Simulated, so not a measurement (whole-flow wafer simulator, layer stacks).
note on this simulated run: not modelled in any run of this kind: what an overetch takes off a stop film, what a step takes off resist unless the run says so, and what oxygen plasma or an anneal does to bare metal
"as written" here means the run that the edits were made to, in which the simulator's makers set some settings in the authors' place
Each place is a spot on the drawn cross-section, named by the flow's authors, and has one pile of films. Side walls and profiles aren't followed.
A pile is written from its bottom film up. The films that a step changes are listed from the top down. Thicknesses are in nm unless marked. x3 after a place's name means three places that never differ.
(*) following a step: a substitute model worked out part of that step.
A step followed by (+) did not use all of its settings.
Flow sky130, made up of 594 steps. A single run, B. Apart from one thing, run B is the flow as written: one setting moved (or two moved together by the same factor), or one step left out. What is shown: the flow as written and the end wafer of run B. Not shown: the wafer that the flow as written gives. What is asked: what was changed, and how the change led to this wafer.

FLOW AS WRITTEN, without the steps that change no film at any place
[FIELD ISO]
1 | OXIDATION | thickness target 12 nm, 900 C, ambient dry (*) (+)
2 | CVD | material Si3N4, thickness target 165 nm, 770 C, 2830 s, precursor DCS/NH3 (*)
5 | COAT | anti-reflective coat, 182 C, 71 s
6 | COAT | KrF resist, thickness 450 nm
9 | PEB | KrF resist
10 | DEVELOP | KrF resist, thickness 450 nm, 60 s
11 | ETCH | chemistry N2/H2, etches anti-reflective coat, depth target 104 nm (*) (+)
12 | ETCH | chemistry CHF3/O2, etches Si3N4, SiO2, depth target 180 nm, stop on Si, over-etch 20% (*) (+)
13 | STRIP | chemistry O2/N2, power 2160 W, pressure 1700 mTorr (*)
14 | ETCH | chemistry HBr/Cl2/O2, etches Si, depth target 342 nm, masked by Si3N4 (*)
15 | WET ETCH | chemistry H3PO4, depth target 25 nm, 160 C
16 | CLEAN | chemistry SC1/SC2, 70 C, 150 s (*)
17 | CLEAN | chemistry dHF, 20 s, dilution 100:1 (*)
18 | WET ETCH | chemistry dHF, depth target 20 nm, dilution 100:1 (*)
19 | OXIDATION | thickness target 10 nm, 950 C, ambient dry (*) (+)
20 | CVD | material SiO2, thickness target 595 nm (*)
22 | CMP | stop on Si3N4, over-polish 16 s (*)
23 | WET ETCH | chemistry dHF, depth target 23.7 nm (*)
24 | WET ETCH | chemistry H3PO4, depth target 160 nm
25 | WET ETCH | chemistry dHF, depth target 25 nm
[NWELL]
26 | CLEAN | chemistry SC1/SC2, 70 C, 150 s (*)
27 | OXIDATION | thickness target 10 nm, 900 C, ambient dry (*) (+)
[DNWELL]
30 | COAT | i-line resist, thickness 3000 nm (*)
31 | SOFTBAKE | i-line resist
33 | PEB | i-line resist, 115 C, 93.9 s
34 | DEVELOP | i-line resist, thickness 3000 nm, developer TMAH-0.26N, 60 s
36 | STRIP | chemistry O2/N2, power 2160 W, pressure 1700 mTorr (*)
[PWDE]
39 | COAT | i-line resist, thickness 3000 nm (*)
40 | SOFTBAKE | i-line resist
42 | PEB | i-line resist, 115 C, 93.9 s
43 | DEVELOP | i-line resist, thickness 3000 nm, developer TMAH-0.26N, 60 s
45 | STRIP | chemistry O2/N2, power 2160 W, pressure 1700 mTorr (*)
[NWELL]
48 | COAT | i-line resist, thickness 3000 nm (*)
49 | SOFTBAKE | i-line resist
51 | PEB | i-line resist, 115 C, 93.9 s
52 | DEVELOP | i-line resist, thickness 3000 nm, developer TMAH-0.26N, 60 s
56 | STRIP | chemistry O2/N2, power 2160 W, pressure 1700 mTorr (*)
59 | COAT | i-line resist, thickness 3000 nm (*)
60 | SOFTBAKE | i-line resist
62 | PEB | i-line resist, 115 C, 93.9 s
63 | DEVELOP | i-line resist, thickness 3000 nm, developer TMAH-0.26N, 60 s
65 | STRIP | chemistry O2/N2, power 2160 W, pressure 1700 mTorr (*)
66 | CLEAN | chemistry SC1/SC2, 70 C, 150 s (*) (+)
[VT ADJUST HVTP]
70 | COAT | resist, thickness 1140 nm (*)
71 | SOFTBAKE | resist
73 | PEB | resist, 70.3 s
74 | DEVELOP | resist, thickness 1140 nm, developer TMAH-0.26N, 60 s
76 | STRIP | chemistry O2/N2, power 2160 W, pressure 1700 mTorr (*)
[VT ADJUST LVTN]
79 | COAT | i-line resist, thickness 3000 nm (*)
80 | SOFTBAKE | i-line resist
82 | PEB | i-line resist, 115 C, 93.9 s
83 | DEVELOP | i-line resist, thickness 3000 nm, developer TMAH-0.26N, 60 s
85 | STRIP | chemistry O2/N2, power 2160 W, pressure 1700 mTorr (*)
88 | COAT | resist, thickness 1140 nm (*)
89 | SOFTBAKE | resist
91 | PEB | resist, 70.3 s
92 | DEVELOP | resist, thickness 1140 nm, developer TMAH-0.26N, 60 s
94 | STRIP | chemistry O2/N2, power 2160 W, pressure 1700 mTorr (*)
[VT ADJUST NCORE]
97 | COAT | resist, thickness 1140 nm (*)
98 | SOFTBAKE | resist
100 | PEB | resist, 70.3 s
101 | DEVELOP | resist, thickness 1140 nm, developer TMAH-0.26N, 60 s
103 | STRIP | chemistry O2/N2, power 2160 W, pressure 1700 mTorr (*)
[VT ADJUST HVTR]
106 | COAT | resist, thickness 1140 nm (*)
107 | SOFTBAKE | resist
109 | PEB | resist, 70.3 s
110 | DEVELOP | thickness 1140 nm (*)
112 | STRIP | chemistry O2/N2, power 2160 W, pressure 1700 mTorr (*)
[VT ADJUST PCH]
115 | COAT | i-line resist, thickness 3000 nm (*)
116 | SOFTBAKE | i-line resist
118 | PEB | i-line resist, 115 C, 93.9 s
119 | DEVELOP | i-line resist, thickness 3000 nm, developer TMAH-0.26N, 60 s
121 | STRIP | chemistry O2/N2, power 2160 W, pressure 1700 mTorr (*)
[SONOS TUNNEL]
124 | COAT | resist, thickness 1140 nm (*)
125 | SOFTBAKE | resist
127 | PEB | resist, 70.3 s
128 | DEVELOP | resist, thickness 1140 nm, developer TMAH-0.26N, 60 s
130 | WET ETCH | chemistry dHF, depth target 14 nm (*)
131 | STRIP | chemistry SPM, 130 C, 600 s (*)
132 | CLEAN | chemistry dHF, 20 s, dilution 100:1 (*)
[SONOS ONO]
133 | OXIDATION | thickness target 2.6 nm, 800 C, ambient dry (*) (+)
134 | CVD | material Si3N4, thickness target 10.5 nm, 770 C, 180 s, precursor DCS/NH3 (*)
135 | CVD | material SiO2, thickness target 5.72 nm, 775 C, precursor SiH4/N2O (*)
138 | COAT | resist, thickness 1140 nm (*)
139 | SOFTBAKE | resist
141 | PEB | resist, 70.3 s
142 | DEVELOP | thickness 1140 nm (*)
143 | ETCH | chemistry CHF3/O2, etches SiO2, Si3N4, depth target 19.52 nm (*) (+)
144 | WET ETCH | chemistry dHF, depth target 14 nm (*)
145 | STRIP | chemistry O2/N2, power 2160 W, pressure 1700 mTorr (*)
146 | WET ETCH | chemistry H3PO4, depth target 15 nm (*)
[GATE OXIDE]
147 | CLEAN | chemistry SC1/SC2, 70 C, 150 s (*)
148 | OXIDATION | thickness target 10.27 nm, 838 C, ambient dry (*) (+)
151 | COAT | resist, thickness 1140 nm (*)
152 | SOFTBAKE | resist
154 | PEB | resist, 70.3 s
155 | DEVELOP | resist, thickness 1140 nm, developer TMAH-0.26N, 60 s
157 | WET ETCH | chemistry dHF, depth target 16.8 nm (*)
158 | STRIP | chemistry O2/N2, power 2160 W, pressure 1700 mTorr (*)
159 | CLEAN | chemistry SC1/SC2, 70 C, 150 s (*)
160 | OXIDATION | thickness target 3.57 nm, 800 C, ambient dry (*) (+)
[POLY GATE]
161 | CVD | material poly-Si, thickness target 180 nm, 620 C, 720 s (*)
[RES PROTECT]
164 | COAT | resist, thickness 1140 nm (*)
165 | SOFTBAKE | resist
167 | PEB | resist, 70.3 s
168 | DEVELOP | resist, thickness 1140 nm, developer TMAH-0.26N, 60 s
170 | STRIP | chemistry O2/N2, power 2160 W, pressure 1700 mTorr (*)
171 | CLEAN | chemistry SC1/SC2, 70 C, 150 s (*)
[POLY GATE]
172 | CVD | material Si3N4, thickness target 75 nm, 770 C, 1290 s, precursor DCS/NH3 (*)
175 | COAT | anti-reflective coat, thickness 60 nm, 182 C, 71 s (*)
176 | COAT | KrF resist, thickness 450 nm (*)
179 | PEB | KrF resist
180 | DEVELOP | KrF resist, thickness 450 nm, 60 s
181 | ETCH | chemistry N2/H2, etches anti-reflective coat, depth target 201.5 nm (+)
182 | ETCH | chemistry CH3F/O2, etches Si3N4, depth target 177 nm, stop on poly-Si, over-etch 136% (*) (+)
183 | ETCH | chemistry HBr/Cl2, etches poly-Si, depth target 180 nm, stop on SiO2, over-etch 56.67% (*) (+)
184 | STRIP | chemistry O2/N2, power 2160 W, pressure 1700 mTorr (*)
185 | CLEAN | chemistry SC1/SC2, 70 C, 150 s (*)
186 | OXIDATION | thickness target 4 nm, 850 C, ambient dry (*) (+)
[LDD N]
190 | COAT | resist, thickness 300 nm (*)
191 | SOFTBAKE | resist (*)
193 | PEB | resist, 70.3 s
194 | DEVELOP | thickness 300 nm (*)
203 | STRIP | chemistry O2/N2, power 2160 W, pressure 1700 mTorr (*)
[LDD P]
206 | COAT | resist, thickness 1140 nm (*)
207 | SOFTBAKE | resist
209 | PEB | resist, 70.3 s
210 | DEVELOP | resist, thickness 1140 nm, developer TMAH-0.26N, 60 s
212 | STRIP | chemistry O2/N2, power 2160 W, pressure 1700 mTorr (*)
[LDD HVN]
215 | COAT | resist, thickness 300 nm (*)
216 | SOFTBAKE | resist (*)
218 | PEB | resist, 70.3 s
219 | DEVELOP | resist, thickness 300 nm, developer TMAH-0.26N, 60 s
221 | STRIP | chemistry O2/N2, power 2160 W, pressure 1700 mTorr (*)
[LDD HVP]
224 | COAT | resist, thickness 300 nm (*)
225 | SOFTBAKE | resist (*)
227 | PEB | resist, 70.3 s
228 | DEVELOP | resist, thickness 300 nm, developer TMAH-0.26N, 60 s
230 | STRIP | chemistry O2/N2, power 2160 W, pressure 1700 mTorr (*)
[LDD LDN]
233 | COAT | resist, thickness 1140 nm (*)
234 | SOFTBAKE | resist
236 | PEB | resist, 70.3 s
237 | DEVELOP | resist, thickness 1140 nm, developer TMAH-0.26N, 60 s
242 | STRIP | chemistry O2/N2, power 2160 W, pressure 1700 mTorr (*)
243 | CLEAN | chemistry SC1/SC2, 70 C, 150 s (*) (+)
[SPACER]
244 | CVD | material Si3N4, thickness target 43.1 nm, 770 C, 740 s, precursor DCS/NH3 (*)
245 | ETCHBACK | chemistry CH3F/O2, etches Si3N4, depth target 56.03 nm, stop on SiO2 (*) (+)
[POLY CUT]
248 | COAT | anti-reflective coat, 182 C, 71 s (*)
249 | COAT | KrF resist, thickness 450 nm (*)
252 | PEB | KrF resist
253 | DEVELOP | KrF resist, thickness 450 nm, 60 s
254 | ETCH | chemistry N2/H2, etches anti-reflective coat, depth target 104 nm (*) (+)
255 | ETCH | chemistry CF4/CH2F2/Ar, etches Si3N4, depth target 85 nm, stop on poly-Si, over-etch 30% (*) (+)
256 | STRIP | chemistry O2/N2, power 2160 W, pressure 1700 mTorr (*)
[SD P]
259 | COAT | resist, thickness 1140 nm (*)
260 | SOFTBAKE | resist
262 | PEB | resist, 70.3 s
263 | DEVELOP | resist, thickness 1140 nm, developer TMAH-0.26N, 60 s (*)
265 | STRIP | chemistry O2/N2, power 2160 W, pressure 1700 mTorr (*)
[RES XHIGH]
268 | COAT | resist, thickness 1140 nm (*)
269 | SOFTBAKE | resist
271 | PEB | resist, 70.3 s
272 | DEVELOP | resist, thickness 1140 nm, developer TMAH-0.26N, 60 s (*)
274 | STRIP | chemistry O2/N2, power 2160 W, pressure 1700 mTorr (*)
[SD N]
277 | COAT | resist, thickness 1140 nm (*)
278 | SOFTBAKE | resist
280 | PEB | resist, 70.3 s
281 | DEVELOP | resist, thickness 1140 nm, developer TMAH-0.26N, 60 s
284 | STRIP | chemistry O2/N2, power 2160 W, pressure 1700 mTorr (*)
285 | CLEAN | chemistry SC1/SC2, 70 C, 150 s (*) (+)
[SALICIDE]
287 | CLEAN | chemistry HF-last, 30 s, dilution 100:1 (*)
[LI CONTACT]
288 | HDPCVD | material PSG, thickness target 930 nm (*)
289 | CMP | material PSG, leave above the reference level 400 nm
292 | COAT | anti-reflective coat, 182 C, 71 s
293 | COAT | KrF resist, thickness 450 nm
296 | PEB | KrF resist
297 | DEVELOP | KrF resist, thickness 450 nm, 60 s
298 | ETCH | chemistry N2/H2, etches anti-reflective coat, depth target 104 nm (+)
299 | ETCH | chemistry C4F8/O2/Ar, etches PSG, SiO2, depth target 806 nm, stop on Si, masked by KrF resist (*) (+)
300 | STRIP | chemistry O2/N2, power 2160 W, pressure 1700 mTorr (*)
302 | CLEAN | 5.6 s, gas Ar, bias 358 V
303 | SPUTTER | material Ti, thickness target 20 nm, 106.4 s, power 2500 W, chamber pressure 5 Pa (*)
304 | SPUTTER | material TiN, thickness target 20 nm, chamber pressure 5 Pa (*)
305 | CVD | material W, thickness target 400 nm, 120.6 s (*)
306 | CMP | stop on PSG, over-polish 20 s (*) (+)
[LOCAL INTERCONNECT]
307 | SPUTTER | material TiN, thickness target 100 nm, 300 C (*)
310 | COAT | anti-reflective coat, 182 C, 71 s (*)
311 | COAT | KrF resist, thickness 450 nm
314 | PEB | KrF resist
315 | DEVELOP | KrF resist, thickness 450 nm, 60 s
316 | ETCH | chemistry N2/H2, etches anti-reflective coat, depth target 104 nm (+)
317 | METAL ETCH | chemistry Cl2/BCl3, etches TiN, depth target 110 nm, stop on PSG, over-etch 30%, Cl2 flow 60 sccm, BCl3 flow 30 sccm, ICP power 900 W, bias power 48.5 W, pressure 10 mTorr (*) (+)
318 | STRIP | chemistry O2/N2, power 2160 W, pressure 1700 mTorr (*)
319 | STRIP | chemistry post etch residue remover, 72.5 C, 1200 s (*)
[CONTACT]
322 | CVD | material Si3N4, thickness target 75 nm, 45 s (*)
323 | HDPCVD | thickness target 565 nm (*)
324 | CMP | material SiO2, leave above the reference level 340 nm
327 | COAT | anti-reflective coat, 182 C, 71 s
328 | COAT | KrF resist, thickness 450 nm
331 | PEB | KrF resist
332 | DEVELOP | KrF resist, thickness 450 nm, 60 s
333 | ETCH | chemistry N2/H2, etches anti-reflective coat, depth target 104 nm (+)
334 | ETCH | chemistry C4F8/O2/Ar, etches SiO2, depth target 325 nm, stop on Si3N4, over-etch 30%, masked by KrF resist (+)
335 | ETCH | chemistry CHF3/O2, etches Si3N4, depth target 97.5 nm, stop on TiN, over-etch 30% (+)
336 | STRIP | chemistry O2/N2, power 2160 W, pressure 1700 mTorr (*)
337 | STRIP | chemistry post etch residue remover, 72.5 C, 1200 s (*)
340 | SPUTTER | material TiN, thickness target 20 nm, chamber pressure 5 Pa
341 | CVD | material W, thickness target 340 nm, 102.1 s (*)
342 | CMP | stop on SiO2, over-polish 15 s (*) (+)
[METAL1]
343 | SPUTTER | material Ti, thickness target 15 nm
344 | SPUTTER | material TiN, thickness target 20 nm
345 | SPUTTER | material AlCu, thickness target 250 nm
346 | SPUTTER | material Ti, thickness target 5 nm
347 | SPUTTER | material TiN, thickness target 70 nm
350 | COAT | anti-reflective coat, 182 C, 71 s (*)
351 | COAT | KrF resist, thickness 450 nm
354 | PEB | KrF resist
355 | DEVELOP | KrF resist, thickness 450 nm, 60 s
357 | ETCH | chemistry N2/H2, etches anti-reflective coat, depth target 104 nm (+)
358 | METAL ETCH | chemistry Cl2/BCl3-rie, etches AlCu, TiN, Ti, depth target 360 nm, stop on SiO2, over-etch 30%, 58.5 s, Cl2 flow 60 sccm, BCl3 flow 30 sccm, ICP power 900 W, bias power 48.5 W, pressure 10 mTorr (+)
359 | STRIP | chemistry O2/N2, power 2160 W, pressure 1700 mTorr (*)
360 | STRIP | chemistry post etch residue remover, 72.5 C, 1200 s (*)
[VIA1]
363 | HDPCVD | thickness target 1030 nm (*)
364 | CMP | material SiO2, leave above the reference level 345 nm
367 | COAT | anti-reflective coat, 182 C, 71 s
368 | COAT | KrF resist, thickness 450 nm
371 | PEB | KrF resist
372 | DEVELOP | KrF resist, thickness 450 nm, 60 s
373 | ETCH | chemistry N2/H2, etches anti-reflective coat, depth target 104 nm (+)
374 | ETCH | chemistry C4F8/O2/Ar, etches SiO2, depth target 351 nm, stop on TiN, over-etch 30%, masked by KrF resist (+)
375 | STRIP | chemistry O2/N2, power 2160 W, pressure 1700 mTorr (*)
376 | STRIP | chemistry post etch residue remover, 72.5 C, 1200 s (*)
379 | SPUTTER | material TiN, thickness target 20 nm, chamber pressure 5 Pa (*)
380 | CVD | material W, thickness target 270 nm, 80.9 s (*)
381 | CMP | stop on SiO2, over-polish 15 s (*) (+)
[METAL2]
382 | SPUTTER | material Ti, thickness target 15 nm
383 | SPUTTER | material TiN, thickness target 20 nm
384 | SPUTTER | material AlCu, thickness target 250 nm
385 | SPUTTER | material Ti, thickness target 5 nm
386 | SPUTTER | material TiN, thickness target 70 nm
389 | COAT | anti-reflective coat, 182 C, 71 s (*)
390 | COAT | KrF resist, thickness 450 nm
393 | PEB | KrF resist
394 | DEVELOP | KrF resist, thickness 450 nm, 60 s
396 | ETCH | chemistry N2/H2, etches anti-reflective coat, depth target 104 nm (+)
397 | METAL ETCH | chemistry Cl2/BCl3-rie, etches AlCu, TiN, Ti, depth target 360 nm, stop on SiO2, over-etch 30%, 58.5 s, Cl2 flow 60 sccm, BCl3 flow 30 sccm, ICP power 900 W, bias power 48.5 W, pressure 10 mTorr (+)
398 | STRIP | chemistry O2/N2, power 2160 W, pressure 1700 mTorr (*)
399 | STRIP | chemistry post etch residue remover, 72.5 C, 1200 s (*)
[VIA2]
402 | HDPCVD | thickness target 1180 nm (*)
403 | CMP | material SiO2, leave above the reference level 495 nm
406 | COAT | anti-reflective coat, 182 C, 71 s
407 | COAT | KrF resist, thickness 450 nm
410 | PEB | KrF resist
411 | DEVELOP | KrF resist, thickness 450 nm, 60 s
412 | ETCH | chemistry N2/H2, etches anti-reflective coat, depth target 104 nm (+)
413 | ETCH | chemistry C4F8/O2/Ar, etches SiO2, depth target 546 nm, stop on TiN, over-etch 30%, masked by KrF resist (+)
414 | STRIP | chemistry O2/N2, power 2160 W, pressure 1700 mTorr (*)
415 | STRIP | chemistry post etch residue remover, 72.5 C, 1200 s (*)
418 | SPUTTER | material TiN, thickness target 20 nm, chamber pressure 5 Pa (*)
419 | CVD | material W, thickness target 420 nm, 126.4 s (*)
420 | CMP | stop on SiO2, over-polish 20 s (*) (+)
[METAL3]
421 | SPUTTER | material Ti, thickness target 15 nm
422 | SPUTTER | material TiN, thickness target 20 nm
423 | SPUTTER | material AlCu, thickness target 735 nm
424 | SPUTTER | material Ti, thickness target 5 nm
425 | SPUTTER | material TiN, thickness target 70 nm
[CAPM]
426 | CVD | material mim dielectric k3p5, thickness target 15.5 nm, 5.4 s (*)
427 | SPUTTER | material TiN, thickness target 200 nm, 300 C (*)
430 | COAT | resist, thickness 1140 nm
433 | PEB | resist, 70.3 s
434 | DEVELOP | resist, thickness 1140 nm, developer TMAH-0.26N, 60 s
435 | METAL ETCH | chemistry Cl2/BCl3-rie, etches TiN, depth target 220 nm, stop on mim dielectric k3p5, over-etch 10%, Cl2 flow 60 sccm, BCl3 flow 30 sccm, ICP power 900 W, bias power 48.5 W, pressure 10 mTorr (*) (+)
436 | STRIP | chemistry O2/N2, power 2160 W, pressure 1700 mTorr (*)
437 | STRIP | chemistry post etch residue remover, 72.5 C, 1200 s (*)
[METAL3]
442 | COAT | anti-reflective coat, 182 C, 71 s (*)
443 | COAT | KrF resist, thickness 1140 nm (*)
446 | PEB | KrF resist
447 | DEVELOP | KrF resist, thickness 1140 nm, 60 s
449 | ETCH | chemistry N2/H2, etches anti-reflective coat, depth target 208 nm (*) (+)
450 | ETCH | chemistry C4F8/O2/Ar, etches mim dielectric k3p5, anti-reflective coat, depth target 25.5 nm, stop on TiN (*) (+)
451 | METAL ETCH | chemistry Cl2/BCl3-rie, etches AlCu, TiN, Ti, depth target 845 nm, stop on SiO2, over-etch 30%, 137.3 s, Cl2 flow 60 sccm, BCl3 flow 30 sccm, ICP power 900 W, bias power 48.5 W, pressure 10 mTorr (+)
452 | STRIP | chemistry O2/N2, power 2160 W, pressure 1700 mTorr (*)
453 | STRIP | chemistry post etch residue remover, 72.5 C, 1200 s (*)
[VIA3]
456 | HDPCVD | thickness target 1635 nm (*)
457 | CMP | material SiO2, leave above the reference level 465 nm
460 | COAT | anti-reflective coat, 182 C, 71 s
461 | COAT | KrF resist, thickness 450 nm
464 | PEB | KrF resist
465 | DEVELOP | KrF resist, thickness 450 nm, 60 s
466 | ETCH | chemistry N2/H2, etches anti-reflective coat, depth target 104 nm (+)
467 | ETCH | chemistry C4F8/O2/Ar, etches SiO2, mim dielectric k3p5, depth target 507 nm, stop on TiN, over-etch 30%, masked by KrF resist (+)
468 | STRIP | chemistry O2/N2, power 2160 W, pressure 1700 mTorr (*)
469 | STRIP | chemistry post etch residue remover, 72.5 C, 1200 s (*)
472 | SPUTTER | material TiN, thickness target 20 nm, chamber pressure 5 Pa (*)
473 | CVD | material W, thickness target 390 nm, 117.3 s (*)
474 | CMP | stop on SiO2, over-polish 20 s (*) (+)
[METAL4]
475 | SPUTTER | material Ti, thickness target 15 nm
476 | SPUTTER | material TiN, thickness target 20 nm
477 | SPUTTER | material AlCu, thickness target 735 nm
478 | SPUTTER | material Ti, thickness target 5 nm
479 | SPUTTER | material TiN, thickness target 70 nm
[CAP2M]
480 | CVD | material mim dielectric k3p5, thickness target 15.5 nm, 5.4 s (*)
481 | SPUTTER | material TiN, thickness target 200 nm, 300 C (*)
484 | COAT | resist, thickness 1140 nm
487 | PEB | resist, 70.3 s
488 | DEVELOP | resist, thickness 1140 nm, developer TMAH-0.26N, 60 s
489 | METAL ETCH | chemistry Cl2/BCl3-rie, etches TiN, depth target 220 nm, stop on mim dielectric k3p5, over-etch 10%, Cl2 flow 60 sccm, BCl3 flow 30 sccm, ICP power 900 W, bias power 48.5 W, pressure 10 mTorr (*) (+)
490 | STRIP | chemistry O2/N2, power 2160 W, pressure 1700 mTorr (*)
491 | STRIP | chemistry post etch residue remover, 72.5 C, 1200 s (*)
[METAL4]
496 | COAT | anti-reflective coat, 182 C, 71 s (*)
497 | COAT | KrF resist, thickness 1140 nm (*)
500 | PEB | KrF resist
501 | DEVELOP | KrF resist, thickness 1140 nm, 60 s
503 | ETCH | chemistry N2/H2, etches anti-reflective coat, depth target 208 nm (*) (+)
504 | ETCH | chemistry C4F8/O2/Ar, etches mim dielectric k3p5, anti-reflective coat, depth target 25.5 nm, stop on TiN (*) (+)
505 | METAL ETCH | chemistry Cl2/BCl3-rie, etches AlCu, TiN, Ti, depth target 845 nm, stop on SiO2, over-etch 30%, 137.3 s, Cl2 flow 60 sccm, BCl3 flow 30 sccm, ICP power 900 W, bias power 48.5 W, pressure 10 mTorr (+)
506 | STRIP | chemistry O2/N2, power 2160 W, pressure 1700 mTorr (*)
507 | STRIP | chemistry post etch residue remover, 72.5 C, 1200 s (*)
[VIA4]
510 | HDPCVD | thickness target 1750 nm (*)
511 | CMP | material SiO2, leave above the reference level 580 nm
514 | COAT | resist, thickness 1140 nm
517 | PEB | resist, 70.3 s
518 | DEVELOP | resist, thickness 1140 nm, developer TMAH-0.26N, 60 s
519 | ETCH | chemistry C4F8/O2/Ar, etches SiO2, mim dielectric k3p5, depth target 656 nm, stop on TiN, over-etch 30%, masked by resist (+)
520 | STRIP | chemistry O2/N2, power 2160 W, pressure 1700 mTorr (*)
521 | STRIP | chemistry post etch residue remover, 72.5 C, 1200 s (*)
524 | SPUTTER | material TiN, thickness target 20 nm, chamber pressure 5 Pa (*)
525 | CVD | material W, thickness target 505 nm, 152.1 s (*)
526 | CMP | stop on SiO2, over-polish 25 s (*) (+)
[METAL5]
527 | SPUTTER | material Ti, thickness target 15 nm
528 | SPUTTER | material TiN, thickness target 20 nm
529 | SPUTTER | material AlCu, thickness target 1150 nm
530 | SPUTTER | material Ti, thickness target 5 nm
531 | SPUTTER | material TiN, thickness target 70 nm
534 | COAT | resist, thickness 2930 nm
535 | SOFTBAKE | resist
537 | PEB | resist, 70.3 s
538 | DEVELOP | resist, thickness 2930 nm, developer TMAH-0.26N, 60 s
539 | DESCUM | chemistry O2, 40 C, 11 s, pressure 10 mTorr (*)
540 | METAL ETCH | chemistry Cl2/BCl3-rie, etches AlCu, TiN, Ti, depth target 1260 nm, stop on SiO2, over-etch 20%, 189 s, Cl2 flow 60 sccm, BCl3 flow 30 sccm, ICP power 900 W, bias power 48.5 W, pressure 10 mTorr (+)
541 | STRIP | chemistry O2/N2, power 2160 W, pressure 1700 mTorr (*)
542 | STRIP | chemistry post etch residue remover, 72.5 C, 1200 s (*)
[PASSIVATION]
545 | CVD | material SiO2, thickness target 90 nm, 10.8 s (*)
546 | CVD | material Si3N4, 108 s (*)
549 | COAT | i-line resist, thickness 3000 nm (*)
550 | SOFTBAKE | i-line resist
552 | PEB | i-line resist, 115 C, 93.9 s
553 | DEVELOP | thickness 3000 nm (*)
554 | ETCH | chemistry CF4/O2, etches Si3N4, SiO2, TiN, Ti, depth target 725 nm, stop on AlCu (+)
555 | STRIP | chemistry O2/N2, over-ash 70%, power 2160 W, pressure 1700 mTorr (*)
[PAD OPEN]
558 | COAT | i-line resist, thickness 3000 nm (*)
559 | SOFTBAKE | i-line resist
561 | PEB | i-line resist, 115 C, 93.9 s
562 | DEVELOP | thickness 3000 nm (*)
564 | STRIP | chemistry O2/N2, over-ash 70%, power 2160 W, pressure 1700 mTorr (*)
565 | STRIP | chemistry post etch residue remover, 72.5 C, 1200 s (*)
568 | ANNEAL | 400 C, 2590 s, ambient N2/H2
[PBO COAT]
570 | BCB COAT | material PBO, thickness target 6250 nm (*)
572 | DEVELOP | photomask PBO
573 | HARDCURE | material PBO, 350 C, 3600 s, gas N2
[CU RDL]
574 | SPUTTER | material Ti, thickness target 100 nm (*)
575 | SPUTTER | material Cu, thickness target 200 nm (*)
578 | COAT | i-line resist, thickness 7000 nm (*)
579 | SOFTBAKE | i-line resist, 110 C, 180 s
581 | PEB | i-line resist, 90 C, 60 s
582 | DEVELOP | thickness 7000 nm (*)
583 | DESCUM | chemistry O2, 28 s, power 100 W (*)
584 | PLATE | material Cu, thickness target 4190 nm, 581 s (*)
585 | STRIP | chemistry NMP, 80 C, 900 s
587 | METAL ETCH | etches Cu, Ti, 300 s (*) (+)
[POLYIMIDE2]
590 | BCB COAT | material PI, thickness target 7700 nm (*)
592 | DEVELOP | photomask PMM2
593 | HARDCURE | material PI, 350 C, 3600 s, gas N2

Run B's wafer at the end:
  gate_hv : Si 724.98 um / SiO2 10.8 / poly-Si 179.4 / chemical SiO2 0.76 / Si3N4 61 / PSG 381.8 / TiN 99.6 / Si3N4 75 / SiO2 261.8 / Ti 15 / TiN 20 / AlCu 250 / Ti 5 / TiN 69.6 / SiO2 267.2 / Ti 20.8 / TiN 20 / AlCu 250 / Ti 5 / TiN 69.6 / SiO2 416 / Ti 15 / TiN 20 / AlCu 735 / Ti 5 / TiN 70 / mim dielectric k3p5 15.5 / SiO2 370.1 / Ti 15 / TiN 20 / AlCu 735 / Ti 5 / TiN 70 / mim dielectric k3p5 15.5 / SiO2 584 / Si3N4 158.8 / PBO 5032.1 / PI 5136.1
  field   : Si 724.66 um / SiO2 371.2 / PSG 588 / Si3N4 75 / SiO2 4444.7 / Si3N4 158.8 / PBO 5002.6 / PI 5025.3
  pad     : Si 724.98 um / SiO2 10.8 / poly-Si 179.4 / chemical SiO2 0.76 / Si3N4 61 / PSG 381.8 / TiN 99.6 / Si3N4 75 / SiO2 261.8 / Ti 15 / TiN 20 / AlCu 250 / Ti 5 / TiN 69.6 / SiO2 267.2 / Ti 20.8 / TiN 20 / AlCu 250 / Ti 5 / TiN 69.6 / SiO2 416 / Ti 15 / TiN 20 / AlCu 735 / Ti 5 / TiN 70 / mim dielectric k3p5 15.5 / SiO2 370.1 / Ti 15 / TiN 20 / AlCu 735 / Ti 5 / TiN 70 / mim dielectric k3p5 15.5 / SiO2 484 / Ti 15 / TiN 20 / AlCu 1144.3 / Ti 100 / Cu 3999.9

What caused this: step 382, SPUTTER: thickness target 20.8 nm was run, though the flow has thickness target 15 nm.
The wafer itself shows it: gate_hv has Ti 20.8, and step 382 as written asks for 15 nm.

Step by step, how the change led to this:
  382 | SPUTTER | material Ti, thickness target 15 nm
      field, active, n_well and 188 more: Ti gains 20.8 (new film) (in the flow as written it would be: Ti gains 15 (new film))
  397 | METAL ETCH | chemistry Cl2/BCl3-rie, etches AlCu, TiN, Ti, depth target 360 nm, stop on SiO2, over-etch 30%, 58.5 s, Cl2 flow 60 sccm, BCl3 flow 30 sccm, ICP power 900 W, bias power 48.5 W, pressure 10 mTorr (+)
      field, active, gate and 82 more: TiN loses 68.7 (all of it), Ti loses 5 (all of it), AlCu loses 250 (all of it), TiN loses 20 (all of it), Ti loses 20.8 (all of it), SiO2 loses 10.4 (in the flow as written it would be: TiN loses 68.7 (all of it), Ti loses 5 (all of it), AlCu loses 250 (all of it), TiN loses 20 (all of it), Ti loses 15 (all of it), SiO2 loses 10.9)
